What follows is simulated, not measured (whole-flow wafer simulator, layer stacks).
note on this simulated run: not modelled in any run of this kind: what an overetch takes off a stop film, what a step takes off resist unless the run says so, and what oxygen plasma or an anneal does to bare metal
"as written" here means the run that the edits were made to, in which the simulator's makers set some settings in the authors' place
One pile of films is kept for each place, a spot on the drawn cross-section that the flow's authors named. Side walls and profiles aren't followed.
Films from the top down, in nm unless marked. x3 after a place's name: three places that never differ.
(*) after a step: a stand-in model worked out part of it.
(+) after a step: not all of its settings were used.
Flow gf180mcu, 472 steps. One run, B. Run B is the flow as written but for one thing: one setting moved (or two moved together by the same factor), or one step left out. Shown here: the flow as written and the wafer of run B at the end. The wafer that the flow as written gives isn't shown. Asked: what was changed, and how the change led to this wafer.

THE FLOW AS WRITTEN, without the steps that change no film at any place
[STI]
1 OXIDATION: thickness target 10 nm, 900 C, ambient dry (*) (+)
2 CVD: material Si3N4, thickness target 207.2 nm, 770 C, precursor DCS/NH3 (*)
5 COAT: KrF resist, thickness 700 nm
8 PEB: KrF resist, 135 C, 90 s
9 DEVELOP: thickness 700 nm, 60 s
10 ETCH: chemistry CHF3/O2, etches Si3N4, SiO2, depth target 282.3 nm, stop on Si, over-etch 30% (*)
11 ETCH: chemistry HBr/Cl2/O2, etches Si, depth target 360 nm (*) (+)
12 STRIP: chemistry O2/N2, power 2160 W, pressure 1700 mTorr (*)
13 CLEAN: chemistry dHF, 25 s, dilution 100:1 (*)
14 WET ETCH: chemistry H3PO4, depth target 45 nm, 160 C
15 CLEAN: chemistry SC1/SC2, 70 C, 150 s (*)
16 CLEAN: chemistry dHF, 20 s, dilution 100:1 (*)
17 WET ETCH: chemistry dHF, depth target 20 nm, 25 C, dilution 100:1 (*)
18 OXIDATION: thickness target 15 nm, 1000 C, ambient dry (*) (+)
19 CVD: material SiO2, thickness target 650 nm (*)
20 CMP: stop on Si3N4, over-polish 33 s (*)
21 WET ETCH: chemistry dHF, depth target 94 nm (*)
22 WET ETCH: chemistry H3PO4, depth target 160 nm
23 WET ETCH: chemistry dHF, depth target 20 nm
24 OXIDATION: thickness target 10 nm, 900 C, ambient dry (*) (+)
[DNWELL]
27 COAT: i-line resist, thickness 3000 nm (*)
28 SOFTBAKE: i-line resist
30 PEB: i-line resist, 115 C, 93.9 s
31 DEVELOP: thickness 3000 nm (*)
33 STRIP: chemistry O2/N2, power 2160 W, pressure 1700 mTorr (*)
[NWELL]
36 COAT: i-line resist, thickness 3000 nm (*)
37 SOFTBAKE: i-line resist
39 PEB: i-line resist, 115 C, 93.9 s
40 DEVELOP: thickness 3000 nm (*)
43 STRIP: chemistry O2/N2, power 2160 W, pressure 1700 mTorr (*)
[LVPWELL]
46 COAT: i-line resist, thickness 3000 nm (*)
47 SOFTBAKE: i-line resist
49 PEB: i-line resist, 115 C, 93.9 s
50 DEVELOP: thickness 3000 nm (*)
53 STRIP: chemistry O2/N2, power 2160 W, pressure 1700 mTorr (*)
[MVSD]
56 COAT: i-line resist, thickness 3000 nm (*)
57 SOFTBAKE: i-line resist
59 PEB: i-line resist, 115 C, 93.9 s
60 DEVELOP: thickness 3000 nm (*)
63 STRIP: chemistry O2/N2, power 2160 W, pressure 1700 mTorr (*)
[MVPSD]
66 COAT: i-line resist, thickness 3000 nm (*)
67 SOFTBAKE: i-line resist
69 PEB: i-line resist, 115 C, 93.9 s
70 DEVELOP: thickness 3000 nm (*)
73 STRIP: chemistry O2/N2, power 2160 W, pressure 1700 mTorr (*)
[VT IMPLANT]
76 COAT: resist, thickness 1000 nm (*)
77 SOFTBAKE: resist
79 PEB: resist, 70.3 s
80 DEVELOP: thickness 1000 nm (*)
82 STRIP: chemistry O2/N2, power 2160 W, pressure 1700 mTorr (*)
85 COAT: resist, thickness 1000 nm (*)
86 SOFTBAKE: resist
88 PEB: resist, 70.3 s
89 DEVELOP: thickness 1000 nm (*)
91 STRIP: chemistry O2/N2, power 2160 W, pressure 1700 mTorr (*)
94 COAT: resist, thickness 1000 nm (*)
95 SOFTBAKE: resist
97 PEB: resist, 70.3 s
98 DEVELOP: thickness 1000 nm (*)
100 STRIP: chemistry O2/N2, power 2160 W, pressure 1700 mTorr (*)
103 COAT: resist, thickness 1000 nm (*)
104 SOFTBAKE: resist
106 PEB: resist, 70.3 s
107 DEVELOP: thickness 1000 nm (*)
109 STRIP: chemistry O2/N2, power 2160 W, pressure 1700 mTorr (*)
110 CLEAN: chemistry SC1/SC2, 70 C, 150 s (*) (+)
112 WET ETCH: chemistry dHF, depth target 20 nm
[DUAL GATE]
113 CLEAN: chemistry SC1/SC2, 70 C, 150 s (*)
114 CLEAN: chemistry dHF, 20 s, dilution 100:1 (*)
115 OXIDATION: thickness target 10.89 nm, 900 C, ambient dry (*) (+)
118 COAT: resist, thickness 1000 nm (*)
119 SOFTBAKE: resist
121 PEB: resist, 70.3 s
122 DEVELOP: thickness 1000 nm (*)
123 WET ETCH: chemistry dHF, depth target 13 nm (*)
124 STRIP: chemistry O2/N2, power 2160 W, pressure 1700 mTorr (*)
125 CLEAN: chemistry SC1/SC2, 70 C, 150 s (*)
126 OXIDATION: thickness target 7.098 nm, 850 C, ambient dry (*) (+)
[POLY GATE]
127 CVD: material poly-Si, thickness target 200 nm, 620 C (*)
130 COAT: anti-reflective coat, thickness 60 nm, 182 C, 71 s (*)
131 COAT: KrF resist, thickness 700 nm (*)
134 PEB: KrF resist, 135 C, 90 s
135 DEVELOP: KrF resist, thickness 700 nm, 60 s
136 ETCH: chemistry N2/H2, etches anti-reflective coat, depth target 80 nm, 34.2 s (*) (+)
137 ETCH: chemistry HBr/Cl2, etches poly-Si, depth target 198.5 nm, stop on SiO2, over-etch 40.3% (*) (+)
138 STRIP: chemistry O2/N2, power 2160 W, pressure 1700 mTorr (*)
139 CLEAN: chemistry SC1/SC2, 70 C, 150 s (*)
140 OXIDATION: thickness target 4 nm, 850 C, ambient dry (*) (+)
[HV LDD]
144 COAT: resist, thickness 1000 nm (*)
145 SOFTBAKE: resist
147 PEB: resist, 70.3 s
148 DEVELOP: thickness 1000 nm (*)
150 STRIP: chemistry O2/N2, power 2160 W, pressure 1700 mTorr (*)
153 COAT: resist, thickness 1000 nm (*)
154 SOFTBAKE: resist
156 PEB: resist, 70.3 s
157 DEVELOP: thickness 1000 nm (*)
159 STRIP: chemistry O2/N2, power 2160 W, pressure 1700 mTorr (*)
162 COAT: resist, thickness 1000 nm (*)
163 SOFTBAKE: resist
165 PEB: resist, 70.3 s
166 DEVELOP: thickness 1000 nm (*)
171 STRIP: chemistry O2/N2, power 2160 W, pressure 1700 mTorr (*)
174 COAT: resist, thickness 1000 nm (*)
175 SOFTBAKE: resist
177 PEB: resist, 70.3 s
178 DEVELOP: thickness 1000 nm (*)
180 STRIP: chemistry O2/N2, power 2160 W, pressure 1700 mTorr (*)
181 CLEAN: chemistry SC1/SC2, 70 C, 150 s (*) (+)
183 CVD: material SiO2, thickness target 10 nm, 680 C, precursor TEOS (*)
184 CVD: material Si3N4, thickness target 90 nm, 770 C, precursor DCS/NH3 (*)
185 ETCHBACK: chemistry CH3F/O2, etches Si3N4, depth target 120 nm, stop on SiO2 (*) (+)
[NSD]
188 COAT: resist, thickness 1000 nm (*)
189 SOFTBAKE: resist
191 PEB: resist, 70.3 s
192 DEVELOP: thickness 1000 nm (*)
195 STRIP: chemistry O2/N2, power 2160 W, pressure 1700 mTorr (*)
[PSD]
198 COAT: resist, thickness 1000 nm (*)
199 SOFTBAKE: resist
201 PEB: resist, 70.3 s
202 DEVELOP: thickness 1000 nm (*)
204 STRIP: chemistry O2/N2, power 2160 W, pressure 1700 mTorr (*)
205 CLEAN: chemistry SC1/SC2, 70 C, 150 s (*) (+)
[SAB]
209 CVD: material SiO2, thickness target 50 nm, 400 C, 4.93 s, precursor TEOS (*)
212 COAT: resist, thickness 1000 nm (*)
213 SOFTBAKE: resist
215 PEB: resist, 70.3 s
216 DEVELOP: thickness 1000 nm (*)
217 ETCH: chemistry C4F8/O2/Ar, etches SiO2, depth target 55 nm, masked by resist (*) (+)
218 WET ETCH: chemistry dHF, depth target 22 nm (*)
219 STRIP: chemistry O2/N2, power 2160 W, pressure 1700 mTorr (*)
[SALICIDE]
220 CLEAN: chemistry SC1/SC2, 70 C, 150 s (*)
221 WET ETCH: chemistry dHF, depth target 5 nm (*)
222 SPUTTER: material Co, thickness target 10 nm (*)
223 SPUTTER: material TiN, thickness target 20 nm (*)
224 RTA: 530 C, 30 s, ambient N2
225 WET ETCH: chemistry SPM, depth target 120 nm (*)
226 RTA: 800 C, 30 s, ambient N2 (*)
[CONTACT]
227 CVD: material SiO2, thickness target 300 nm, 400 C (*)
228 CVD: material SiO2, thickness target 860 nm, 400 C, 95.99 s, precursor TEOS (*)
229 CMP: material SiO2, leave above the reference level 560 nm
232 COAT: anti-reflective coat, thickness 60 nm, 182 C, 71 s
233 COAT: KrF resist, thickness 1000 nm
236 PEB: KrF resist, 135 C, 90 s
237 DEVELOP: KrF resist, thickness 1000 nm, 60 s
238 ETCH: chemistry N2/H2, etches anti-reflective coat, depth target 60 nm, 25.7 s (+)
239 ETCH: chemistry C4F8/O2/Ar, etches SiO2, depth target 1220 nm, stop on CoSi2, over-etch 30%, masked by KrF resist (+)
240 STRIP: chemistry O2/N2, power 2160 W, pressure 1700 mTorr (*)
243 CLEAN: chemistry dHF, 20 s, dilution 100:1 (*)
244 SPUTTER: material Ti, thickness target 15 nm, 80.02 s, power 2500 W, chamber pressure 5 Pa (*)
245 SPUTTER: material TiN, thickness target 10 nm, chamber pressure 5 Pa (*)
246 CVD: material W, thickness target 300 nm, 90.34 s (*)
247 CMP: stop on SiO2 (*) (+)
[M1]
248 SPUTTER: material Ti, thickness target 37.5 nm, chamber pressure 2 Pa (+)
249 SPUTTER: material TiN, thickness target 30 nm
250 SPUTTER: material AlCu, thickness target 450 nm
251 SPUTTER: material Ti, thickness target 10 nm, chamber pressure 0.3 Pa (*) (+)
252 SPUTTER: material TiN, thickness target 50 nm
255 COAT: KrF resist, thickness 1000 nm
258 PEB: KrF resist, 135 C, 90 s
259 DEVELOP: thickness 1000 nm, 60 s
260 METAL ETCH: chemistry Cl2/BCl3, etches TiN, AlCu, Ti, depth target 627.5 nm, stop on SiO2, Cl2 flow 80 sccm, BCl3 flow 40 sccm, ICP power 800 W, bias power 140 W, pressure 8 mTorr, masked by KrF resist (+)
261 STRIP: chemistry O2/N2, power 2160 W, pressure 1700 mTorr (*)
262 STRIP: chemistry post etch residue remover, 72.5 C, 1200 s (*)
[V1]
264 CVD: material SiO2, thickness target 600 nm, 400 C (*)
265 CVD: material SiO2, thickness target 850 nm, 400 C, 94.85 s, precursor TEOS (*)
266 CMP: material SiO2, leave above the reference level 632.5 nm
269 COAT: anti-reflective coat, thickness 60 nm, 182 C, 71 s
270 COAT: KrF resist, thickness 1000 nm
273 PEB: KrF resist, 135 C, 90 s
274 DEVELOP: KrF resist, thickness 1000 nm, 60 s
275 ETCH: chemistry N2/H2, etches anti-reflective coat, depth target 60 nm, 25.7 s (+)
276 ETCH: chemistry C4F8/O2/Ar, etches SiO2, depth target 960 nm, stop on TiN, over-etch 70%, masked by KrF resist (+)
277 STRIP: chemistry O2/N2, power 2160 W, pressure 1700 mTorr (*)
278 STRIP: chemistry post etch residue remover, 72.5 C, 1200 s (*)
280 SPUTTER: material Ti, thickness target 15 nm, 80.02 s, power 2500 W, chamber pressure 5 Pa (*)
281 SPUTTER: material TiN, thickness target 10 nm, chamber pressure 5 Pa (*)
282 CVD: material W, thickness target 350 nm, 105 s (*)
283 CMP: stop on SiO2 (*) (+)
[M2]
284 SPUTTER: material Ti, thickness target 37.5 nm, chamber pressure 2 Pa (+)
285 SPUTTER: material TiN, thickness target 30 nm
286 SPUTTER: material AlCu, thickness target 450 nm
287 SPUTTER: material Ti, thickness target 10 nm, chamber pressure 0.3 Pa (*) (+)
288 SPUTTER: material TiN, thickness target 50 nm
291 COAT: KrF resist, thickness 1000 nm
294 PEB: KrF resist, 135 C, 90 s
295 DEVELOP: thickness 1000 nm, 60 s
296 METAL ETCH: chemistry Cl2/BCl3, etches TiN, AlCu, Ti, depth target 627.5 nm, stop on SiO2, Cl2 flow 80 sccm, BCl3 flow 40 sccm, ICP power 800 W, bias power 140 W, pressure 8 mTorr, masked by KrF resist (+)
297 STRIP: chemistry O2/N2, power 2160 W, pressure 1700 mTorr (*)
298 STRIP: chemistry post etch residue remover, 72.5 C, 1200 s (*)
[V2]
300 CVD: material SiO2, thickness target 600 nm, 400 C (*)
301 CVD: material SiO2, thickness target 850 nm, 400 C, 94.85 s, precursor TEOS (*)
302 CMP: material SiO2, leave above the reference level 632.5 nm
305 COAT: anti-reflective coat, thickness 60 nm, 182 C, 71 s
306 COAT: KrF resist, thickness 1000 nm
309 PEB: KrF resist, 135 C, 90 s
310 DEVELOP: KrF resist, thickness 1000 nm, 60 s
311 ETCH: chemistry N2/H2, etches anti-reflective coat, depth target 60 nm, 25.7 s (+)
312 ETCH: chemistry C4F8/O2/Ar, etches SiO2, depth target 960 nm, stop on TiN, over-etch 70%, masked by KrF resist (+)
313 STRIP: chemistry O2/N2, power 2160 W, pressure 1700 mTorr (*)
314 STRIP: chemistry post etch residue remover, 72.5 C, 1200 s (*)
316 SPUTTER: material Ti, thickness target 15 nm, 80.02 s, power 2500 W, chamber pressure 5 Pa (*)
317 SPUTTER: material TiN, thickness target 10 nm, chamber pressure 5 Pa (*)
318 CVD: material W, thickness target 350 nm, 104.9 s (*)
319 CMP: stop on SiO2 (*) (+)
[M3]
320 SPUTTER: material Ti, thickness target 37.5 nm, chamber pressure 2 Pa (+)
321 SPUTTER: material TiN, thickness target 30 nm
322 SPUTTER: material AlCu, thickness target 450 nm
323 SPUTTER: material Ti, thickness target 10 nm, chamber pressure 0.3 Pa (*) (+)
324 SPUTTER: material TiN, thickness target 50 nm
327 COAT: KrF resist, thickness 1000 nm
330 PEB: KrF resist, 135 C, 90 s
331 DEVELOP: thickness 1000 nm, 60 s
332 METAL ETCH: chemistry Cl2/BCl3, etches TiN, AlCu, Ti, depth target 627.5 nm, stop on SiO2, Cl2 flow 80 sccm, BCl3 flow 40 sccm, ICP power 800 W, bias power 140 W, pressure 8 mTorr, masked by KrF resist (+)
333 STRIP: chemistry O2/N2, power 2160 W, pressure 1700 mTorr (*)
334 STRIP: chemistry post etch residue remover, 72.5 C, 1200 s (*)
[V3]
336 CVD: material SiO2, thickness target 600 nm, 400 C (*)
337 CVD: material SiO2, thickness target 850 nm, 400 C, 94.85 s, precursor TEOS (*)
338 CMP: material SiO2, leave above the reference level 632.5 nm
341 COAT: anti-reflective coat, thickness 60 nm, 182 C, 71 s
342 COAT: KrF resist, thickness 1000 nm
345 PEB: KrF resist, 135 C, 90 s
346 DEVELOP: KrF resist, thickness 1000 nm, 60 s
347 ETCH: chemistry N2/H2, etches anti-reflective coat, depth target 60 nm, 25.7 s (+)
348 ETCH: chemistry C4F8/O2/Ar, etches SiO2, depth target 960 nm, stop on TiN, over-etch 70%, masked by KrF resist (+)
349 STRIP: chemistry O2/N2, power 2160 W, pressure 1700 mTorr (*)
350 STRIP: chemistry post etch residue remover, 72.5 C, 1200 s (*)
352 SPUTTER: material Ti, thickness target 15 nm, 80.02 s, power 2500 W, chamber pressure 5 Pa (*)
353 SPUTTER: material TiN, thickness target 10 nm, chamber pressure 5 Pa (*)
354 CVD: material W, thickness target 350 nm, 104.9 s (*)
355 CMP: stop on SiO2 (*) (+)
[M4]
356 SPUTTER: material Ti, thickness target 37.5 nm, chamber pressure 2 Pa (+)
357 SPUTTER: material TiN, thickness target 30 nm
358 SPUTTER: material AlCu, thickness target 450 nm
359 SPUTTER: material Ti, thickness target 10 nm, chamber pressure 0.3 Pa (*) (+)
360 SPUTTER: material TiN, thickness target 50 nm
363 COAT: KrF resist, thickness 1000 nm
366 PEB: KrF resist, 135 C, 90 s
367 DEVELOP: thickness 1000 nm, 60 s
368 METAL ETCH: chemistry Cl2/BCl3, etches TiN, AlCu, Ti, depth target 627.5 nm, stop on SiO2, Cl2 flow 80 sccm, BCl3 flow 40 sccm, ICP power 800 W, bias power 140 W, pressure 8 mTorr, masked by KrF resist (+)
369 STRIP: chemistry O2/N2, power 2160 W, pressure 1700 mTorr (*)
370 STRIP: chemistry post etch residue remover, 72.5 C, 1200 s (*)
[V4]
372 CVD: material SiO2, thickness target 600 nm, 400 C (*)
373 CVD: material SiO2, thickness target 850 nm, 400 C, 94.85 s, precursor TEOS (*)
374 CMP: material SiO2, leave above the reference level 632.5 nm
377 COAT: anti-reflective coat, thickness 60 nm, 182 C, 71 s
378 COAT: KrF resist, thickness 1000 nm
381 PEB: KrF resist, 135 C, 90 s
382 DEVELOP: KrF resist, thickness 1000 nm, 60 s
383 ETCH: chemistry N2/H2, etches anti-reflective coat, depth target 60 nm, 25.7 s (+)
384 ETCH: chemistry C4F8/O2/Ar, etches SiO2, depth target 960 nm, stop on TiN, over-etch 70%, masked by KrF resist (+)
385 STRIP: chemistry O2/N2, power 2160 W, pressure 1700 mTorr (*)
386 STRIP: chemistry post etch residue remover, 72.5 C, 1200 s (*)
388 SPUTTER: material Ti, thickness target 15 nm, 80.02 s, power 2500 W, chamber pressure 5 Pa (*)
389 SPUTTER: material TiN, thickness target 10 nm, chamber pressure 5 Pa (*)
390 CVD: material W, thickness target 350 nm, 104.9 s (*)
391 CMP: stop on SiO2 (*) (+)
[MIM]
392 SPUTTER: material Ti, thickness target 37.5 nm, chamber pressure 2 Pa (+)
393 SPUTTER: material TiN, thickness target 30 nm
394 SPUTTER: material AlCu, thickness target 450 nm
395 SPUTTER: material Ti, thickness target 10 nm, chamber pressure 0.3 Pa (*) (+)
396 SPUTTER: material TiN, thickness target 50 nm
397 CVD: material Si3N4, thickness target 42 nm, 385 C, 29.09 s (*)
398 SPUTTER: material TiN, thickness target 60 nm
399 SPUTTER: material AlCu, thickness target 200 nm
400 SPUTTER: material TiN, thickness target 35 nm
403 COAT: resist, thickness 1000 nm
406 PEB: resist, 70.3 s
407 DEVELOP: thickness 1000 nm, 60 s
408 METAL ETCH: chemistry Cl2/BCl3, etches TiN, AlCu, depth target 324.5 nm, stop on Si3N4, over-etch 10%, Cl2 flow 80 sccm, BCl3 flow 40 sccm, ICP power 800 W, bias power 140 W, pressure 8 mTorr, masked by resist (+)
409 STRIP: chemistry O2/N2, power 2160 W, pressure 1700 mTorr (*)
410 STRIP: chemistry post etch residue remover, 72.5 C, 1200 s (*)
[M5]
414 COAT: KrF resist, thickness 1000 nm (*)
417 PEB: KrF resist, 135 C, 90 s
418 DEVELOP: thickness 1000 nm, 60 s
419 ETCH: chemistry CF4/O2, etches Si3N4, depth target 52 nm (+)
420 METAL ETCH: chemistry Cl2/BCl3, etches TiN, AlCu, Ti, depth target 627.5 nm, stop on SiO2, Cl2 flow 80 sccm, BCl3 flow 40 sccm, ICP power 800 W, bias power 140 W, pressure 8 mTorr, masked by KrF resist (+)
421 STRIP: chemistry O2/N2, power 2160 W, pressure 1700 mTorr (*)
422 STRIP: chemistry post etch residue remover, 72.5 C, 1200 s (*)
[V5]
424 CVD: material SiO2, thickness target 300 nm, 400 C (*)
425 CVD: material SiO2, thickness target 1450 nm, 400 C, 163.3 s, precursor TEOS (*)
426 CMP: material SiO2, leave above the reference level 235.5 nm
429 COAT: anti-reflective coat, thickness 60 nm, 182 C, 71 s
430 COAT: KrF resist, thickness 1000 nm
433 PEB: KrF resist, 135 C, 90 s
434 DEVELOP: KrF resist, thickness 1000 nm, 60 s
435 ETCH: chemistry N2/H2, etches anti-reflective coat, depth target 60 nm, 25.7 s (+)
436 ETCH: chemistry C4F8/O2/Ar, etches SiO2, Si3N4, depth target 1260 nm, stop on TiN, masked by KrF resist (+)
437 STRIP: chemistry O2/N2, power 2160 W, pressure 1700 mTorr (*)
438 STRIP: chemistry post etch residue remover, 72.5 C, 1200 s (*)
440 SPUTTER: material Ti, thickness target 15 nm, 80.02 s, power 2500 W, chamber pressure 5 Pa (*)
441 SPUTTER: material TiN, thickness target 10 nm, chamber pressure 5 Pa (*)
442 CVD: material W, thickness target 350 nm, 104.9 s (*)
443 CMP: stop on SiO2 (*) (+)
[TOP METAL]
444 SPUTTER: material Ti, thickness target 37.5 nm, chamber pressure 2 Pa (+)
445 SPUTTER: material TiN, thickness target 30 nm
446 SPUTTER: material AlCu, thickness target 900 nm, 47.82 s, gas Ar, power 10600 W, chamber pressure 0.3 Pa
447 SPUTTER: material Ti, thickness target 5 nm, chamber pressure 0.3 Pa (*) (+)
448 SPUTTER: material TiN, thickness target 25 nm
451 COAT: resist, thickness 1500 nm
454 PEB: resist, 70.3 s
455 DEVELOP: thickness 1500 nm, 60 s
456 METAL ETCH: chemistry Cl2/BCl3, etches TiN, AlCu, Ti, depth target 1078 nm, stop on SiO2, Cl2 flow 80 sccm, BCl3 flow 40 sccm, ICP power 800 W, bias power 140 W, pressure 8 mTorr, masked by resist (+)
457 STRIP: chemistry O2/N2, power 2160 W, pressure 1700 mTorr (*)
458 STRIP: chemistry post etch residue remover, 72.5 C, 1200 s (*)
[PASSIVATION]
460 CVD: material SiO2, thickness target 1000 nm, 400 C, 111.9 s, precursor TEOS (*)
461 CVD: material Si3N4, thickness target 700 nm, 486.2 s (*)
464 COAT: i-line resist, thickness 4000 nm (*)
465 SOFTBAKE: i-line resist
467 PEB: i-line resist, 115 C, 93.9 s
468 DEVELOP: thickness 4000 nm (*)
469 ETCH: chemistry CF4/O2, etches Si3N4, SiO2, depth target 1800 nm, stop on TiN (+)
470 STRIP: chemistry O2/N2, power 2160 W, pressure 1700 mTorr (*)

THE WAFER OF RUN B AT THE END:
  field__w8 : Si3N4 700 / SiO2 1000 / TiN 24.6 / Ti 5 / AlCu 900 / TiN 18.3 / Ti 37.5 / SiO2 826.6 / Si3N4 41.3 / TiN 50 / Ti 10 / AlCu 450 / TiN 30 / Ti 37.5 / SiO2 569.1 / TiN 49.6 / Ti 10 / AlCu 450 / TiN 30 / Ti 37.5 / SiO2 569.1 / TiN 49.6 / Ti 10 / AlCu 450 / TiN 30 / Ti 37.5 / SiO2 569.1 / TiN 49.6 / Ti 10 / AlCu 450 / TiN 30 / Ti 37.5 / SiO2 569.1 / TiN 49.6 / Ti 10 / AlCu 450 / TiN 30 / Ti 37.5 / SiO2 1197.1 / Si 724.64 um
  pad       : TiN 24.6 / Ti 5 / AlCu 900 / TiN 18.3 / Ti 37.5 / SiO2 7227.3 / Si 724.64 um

The cause: step 445, SPUTTER: thickness target 18.3 nm was run, where the flow has thickness target 30 nm.
It can be read off the wafer: field__w8 has TiN 18.3, and step 445 as written asks for 30 nm.

How the change led to this, step by step:
  445 SPUTTER: material TiN, thickness target 30 nm
      field, field__w1, field__w2 and 109 more: TiN +18.3 (new film) (as written it would be: TiN +30 (new film))
  456 METAL ETCH: chemistry Cl2/BCl3, etches TiN, AlCu, Ti, depth target 1078 nm, stop on SiO2, Cl2 flow 80 sccm, BCl3 flow 40 sccm, ICP power 800 W, bias power 140 W, pressure 8 mTorr, masked by resist (+)
      field, field__w1, field__w2 and 103 more: TiN -25 (all of it), Ti -5 (all of it), AlCu -900 (all of it), TiN -18.3 (all of it), Ti -37.5 (all of it) (as written it would be: TiN -25 (all of it), Ti -5 (all of it), AlCu -900 (all of it), TiN -30 (all of it), Ti -37.5 (all of it))
